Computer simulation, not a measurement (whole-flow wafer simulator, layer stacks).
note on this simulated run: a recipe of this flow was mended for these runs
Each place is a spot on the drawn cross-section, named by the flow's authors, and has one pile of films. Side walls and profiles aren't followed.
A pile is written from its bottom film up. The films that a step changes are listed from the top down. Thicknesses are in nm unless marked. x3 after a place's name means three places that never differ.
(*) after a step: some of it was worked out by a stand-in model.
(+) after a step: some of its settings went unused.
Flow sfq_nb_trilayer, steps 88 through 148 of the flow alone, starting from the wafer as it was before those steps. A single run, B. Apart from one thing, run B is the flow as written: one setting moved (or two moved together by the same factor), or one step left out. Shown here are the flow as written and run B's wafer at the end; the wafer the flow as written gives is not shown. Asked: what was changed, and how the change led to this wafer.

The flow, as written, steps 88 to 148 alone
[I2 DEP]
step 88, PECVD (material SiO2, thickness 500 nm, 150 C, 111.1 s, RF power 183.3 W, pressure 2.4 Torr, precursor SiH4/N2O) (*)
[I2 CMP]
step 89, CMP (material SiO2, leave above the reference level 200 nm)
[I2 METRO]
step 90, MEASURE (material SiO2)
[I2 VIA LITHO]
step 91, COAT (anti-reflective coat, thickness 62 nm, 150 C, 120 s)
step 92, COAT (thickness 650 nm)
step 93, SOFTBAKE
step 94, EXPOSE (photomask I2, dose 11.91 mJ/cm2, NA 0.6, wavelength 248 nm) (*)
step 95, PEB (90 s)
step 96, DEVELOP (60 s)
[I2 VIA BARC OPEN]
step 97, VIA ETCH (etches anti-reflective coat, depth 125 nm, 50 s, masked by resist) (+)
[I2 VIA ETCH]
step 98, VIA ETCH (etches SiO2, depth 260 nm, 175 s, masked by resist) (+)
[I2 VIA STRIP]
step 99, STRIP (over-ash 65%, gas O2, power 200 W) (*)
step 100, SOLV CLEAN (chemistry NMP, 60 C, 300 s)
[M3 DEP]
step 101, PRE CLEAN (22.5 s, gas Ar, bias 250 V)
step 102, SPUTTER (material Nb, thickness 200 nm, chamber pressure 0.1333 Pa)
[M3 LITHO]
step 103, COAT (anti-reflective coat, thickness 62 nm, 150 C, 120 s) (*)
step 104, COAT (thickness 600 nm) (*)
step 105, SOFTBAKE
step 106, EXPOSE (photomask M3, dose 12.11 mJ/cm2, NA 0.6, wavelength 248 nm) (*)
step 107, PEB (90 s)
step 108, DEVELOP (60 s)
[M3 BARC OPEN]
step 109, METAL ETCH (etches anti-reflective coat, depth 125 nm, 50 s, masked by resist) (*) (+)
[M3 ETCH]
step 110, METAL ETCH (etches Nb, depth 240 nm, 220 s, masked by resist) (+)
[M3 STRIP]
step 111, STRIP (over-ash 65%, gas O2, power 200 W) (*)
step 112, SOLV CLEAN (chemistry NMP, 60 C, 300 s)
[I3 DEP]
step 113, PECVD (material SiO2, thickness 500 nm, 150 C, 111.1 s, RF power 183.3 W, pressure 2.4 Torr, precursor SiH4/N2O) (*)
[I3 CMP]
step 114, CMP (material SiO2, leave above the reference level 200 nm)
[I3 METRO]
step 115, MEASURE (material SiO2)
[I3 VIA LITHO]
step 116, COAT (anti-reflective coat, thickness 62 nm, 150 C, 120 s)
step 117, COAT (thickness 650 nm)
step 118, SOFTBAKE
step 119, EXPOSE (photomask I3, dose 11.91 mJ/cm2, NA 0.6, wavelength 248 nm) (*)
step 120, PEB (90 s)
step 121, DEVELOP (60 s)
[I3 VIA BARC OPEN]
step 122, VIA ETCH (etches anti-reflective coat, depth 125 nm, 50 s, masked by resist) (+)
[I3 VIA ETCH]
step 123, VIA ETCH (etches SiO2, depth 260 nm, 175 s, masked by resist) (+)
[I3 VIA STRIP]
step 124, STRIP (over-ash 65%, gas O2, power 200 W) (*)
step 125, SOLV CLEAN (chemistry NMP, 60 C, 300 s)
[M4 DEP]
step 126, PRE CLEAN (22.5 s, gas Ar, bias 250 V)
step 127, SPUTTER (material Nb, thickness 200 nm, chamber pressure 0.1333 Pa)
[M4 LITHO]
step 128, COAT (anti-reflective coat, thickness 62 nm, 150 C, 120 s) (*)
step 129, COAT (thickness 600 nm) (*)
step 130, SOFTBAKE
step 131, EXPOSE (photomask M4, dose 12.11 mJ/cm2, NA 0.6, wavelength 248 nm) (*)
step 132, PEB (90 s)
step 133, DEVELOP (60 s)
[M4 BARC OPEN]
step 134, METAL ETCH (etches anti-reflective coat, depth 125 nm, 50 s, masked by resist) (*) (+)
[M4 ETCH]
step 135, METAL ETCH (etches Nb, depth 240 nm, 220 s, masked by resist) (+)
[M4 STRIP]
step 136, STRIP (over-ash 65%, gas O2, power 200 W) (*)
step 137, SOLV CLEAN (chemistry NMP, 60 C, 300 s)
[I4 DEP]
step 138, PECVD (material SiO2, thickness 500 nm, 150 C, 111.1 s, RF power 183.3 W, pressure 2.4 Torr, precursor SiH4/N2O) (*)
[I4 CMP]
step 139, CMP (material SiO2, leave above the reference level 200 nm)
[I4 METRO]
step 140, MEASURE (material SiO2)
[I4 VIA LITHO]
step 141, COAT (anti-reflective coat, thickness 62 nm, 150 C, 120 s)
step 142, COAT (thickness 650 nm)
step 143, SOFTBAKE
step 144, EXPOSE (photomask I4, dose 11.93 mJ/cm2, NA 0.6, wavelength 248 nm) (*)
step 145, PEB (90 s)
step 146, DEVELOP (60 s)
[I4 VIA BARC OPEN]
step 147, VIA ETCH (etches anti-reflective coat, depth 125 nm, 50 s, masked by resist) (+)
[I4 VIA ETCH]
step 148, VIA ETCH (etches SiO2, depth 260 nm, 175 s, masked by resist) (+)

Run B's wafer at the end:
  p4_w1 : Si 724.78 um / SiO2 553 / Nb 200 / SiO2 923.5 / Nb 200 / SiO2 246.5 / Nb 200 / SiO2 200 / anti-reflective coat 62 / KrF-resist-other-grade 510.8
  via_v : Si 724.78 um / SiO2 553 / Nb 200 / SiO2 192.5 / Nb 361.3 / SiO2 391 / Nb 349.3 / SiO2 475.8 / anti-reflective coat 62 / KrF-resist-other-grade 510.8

The reason: step 88, PECVD: thickness 350 nm was run, whereas the flow has thickness 500 nm; step 88, PECVD: 77.78 s was run, where the flow has 111.1 s.

Step by step, how the change led to this:
  step 88, PECVD (material SiO2, thickness 500 nm, 150 C, 111.1 s, RF power 183.3 W, pressure 2.4 Torr, precursor SiH4/N2O) (*)
      field_l, be, be_sur and 81 more: SiO2 gains 350 (it would be, as written: SiO2 gains 500)
      v_sur, via_wl, via_w and 18 more: SiO2 gains 350 (new film) (it would be, as written: SiO2 gains 500 (new film))
      (also at 1 further place)
  step 89, CMP (material SiO2, leave above the reference level 200 nm)
      field_l, be, be_sur and 81 more: nothing (it would be, as written: SiO2 loses 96)
      via_v: nothing (it would be, as written: SiO2 loses 181.6)
      (also at 21 further places)
  step 91, COAT (anti-reflective coat, thickness 62 nm, 150 C, 120 s)
      wl_d_sl, m0r_space_l, m0r_space_r, m6r_space_l x2, m6r_space_r x2: anti-reflective coat gains 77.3 (new film) (it would be, as written: anti-reflective coat gains 62 (new film))
      p4_w1, wl_a_m6, wl_b_m5, wl_b_sr, m5r_line_l, m5r_line_r: anti-reflective coat gains 60.6 (new film) (it would be, as written: anti-reflective coat gains 62 (new film))
      (also at 54 further places)
  step 92, COAT (thickness 650 nm)
      via_wr, wl_e_m5: KrF-resist-other-grade gains 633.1 (new film) (it would be, as written: KrF-resist-other-grade gains 650 (new film))
      via_wl: KrF-resist-other-grade gains 634.1 (new film) (it would be, as written: KrF-resist-other-grade gains 650 (new film))
      (also at 9 further places)
  step 96, DEVELOP (60 s)
      via_w: KrF-resist-other-grade loses 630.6 (all of it) (it would be, as written: KrF-resist-other-grade loses 648.6 (all of it))
  step 97, VIA ETCH (etches anti-reflective coat, depth 125 nm, 50 s, masked by resist) (+)
      via_w: anti-reflective coat loses 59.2 (all of it), SiO2 loses 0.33 (it would be, as written: anti-reflective coat loses 62 (all of it), SiO2 loses 0.31)
  step 99, STRIP (over-ash 65%, gas O2, power 200 W) (*)
      m0r_line_l x3, m0r_line_r x3: KrF-resist-other-grade loses 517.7 (all of it), anti-reflective coat loses 70.9 (all of it) (it would be, as written: KrF-resist-other-grade loses 510.8 (all of it), anti-reflective coat loses 62 (all of it))
      m0r_space_l, m0r_space_r, m6r_space_l x2, m6r_space_r x2: KrF-resist-other-grade loses 512.4 (all of it), anti-reflective coat loses 77.3 (all of it) (it would be, as written: KrF-resist-other-grade loses 510.8 (all of it), anti-reflective coat loses 62 (all of it))
      (also at 56 further places)
  step 103, COAT (anti-reflective coat, thickness 62 nm, 150 C, 120 s) (*)
      p3_s1, wl_j_sr, wl_a_m6, wl_b_m5, wl_b_sr, m5r_line_l, m5r_line_r: anti-reflective coat gains 60.5 (new film) (it would be, as written: anti-reflective coat gains 62 (new film))
      m0r_line_l x3, m0r_line_r x3: anti-reflective coat gains 69.2 (new film) (it would be, as written: anti-reflective coat gains 62 (new film))
      (also at 53 further places)
  step 104, COAT (thickness 600 nm) (*)
      v_sur: KrF-resist-other-grade gains 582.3 (new film) (it would be, as written: KrF-resist-other-grade gains 596.4 (new film))
      via_wl: KrF-resist-other-grade gains 595.1 (new film) (it would be, as written: KrF-resist-other-grade gains 616.5 (new film))
      (also at 10 further places)
  step 108, DEVELOP (60 s)
      wl_d_sl: KrF-resist-other-grade loses 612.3 (all of it) (it would be, as written: KrF-resist-other-grade loses 598.7 (all of it))
      wl_d_m1: KrF-resist-other-grade loses 617.3 (all of it) (it would be, as written: KrF-resist-other-grade loses 598.7 (all of it))
      (also at 5 further places)
  step 109, METAL ETCH (etches anti-reflective coat, depth 125 nm, 50 s, masked by resist) (*) (+)
      m0r_line_l x3, m0r_line_r x3: anti-reflective coat loses 69.2 (all of it) (it would be, as written: anti-reflective coat loses 62 (all of it))
      p3_s1, m5r_line_l, m5r_line_r: anti-reflective coat loses 60.5 (all of it) (it would be, as written: anti-reflective coat loses 62 (all of it))
      (also at 38 further places)
  step 111, STRIP (over-ash 65%, gas O2, power 200 W) (*)
      wl_a_sr, wl_b_sl: KrF-resist-other-grade loses 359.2 (all of it), anti-reflective coat loses 60.6 (all of it) (it would be, as written: KrF-resist-other-grade loses 364.6 (all of it), anti-reflective coat loses 62 (all of it))
      v_sur: KrF-resist-other-grade loses 347 (all of it), anti-reflective coat loses 34.6 (all of it) (it would be, as written: KrF-resist-other-grade loses 361 (all of it), anti-reflective coat loses 46 (all of it))
      (also at 21 further places)
  step 114, CMP (material SiO2, leave above the reference level 200 nm)
      field_l, be, be_sur and 64 more: SiO2 loses 42 (it would be, as written: SiO2 loses 96)
      p4_w1, p4_w2, p4_w3 and 6 more: SiO2 loses 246 (it would be, as written: SiO2 loses 300)
      (also at 9 further places)
  step 123, VIA ETCH (etches SiO2, depth 260 nm, 175 s, masked by resist) (+)
      via_v: SiO2 loses 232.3 (all of it), Nb loses 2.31 (it would be, as written: SiO2 loses 199.7 (all of it), Nb loses 5.03)
  step 127, SPUTTER (material Nb, thickness 200 nm, chamber pressure 0.1333 Pa)
      via_v: Nb gains 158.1 (it would be, as written: Nb gains 164.5)
  step 128, COAT (anti-reflective coat, thickness 62 nm, 150 C, 120 s) (*)
      via_v: anti-reflective coat gains 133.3 (new film) (it would be, as written: anti-reflective coat gains 126.8 (new film))
  ... 2 other steps ...
  step 138, PECVD (material SiO2, thickness 500 nm, 150 C, 111.1 s, RF power 183.3 W, pressure 2.4 Torr, precursor SiH4/N2O) (*)
      via_v: SiO2 gains 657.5 (new film) (it would be, as written: SiO2 gains 621.2 (new film))
